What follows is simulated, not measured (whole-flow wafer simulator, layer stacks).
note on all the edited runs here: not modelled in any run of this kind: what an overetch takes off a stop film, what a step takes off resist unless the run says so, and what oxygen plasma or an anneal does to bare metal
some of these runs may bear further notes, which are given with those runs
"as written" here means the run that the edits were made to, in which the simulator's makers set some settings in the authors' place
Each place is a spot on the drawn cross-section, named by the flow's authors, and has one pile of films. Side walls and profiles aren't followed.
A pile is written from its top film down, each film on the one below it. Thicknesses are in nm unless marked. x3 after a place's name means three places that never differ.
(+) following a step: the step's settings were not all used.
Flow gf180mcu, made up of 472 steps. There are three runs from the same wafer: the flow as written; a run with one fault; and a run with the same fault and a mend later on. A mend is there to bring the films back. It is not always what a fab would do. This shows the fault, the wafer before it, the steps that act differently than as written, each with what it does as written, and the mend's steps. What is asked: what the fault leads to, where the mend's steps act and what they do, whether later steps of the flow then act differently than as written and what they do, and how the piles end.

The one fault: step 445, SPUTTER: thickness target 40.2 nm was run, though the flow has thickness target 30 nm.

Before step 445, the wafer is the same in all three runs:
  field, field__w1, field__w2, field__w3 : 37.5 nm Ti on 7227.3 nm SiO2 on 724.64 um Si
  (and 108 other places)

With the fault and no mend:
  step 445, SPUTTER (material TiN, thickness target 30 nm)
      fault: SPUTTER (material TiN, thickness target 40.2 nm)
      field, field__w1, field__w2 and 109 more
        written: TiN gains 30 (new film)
        fault: TiN gains 40.2 (new film)
  Later steps of the flow acting differently than as written (not shown: 4 more steps that differ only slightly, by at most 2% or 0.5 nm, whichever is larger):
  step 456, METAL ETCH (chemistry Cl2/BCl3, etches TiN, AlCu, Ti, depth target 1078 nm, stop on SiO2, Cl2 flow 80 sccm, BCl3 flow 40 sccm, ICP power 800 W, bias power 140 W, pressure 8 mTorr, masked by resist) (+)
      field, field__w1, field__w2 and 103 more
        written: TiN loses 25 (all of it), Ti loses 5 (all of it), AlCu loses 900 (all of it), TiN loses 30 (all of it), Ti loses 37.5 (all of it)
        fault: TiN loses 25 (all of it), Ti loses 5 (all of it), AlCu loses 900 (all of it), TiN loses 40.2 (all of it), Ti loses 37.5 (all of it)
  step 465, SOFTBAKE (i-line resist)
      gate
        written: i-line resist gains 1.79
        fault: i-line resist loses 0.28
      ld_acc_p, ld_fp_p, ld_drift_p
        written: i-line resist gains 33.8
        fault: i-line resist gains 27.3
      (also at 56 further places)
  The piles end different from the flow's at field__w8, contact, m1, m1__w1, pad, m1_nw by more than 2% or 0.5 nm, whichever is larger.
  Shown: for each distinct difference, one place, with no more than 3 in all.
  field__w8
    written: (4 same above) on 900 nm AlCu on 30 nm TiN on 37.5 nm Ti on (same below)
    fault: (4 same above) on 900 nm AlCu on 40.2 nm TiN on 37.5 nm Ti on (same below)
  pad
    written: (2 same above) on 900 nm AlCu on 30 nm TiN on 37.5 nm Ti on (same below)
    fault: (2 same above) on 900 nm AlCu on 40.2 nm TiN on 37.5 nm Ti on (same below)

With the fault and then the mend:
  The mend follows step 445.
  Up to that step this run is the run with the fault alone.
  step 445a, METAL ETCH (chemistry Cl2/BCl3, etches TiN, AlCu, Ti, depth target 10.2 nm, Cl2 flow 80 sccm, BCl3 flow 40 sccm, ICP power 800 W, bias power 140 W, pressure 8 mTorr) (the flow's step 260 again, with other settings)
      field, field__w1, field__w2 and 109 more
        TiN loses 10.2
  Later steps of the flow that are run all act as written at every place that is followed.
  The piles end the same as the flow's at every place that both follow.
